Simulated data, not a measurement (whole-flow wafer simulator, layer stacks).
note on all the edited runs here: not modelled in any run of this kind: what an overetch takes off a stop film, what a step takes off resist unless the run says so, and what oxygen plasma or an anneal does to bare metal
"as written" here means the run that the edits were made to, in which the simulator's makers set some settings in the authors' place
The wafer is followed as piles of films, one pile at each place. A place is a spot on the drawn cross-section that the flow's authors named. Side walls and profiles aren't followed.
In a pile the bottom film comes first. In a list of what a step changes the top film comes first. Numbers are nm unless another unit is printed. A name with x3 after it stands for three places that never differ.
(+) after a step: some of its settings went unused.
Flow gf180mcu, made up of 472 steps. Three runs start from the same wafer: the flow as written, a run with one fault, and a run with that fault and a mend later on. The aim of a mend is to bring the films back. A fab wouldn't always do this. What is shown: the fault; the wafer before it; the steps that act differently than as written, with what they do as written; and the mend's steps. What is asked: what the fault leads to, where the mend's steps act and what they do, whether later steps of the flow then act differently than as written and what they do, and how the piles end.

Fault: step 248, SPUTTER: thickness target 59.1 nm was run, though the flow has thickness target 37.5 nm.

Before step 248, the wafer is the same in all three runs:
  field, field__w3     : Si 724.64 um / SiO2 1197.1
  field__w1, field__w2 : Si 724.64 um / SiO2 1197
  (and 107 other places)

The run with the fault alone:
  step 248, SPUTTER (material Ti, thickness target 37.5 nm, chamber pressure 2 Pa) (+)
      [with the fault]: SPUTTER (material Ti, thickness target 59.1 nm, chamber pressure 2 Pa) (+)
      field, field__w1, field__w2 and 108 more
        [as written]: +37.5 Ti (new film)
        [with the fault]: +59.1 Ti (new film)
  Later steps of the flow acting differently than as written:
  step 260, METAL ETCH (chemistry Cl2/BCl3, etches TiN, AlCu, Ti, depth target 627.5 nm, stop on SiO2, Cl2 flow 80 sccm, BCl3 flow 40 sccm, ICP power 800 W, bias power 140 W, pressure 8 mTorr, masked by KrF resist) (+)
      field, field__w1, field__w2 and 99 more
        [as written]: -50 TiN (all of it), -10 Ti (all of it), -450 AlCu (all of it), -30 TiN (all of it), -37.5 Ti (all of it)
        [with the fault]: -50 TiN (all of it), -10 Ti (all of it), -450 AlCu (all of it), -30 TiN (all of it), -59.1 Ti (all of it)
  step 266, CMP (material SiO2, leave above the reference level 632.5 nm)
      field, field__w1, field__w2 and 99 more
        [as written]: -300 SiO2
        [with the fault]: -278.4 SiO2
  At field__w8, contact, m1 and 6 more, the piles at the end differ from the flow's by more than 2% or 0.5 nm, whichever is larger.
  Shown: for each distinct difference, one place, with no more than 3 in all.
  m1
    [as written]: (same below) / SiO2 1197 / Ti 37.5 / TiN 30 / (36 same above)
    [with the fault]: (same below) / SiO2 1197 / Ti 59.1 / TiN 30 / (36 same above)
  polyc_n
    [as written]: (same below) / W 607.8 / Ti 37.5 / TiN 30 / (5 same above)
    [with the fault]: (same below) / W 607.8 / Ti 59.1 / TiN 30 / (5 same above)
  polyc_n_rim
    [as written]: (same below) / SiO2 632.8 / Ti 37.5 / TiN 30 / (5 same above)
    [with the fault]: (same below) / SiO2 632.8 / Ti 59.1 / TiN 30 / (5 same above)

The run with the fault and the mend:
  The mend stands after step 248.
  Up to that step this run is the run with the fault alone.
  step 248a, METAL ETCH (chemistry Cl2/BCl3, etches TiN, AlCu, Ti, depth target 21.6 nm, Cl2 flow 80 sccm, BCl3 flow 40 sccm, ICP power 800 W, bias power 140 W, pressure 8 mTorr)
      field, field__w1, field__w2 and 108 more
        -21.6 Ti
  Later steps of the flow that are run all act as written at every place that is followed.
  At every place that both follow, the piles at the end match the flow's.
